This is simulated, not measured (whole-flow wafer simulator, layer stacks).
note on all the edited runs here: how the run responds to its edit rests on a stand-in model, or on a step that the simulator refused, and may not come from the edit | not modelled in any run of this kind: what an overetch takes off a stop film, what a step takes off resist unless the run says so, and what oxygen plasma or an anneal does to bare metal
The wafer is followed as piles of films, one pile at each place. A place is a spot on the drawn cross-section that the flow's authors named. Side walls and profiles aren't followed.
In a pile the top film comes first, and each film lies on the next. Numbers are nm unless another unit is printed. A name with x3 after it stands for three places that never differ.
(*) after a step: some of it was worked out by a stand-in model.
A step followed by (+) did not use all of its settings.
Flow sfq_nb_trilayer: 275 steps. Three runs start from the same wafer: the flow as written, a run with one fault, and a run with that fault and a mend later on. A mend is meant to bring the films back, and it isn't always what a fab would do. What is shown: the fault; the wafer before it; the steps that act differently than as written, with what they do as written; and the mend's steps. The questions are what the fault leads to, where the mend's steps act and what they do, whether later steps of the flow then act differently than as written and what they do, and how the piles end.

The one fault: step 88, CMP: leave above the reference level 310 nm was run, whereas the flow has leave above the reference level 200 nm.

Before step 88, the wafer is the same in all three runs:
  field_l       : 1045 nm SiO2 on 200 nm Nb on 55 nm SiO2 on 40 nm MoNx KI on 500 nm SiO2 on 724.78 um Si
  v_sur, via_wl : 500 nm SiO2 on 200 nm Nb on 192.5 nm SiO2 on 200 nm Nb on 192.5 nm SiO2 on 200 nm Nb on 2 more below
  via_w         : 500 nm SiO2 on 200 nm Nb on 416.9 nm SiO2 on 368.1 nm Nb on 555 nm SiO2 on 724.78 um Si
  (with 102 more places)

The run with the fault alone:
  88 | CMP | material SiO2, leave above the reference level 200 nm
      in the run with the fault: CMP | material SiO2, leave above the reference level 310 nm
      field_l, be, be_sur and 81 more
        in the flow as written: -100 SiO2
        in the run with the fault: nothing
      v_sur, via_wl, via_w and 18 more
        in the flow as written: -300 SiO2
        in the run with the fault: -190 SiO2
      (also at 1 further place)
  Steps further on in the flow that do not act as written (not shown: 6 more steps that differ only slightly, by at most 2% or 0.5 nm, whichever is larger):
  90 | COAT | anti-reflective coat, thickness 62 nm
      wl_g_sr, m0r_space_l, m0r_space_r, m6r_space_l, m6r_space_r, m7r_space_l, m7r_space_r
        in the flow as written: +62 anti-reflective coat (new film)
        in the run with the fault: +63.4 anti-reflective coat (new film)
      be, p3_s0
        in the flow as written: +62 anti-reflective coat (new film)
        in the run with the fault: +63.3 anti-reflective coat (new film)
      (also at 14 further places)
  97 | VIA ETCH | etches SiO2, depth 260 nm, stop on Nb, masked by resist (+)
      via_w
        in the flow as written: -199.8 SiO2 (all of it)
        in the run with the fault: -260 SiO2
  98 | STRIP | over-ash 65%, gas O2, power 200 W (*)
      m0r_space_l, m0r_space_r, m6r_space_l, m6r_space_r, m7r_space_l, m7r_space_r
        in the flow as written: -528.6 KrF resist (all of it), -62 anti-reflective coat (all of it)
        in the run with the fault: -530.2 KrF resist (all of it), -63.4 anti-reflective coat (all of it)
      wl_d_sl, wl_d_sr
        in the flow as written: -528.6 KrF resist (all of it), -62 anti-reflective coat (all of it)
        in the run with the fault: -532.5 KrF resist (all of it), -63.8 anti-reflective coat (all of it)
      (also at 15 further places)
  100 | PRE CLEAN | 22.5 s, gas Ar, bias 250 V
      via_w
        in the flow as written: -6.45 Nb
        in the run with the fault: -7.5 SiO2
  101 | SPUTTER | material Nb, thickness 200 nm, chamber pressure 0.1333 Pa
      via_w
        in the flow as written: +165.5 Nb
        in the run with the fault: +152.6 Nb (new film)
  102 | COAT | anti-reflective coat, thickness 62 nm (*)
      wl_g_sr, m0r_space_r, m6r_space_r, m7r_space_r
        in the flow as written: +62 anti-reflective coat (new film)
        in the run with the fault: +63.3 anti-reflective coat (new film)
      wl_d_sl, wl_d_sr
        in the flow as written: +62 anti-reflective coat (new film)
        in the run with the fault: +63.7 anti-reflective coat (new film)
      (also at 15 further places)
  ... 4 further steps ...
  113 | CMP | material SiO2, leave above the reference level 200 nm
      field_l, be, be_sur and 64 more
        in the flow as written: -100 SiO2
        in the run with the fault: -90 SiO2
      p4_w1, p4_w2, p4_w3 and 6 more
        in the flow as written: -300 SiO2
        in the run with the fault: -290 SiO2
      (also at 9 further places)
  By the end, the piles at field_l, v_sur, via_wl and 103 more depart from the flow's by more than 2% or 0.5 nm, whichever is larger.
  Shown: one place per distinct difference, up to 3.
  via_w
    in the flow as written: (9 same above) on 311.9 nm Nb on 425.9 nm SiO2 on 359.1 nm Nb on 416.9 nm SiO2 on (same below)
    in the run with the fault: (9 same above) on 311.9 nm Nb on 500.1 nm SiO2 on 152.6 nm Nb on 42.3 nm SiO2 on 200 nm Nb on 416.9 nm SiO2 on (same below)
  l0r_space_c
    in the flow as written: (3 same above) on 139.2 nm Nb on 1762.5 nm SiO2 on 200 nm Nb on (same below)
    in the run with the fault: (3 same above) on 139.2 nm Nb on 1872.5 nm SiO2 on 200 nm Nb on (same below)
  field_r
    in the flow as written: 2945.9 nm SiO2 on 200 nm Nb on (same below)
    in the run with the fault: 3055.9 nm SiO2 on 200 nm Nb on (same below)

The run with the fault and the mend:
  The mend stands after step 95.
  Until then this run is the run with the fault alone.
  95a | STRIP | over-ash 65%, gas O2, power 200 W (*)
      r_sur, res, r_end and 9 more
        -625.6 KrF resist (all of it), -62.1 anti-reflective coat (all of it)
      ce_r, sp_r, be_r, l0_sur, p3_s1, l0r_space_c, l0r_line_r
        -625.7 KrF resist (all of it), -62.1 anti-reflective coat (all of it)
      m0r_line_l, m0r_line_r, m6r_line_l, m6r_line_r, m7r_line_l, m7r_line_r
        -626.8 KrF resist (all of it), -62.3 anti-reflective coat (all of it)
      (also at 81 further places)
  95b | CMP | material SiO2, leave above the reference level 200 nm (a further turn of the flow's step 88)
      field_l, be, be_sur and 81 more
        -100 SiO2
      v_sur, via_wl, via_w and 19 more
        -110 SiO2
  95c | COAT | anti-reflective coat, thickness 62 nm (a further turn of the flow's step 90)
      field_l, v_sur, via_wl and 103 more
        +62 anti-reflective coat (new film)
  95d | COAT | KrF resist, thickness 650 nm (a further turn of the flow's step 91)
      field_l, v_sur, via_wl and 103 more
        +650 KrF resist (new film)
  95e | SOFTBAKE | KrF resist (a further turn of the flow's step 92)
      does not change any film at any place that is followed
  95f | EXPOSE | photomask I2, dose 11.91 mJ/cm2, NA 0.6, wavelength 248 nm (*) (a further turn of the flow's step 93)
      does not change any film at any place that is followed
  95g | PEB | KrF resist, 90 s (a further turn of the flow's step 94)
      field_l, v_sur, via_wl and 103 more
        -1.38 KrF resist
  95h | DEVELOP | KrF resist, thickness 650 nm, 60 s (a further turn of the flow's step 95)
      field_l, v_sur, via_wl and 102 more
        -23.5 KrF resist
      via_w
        -648.6 KrF resist (all of it)
  Later steps of the flow that are run all act as written at every place that is followed.
  At every place that both follow, the piles at the end match the flow's.
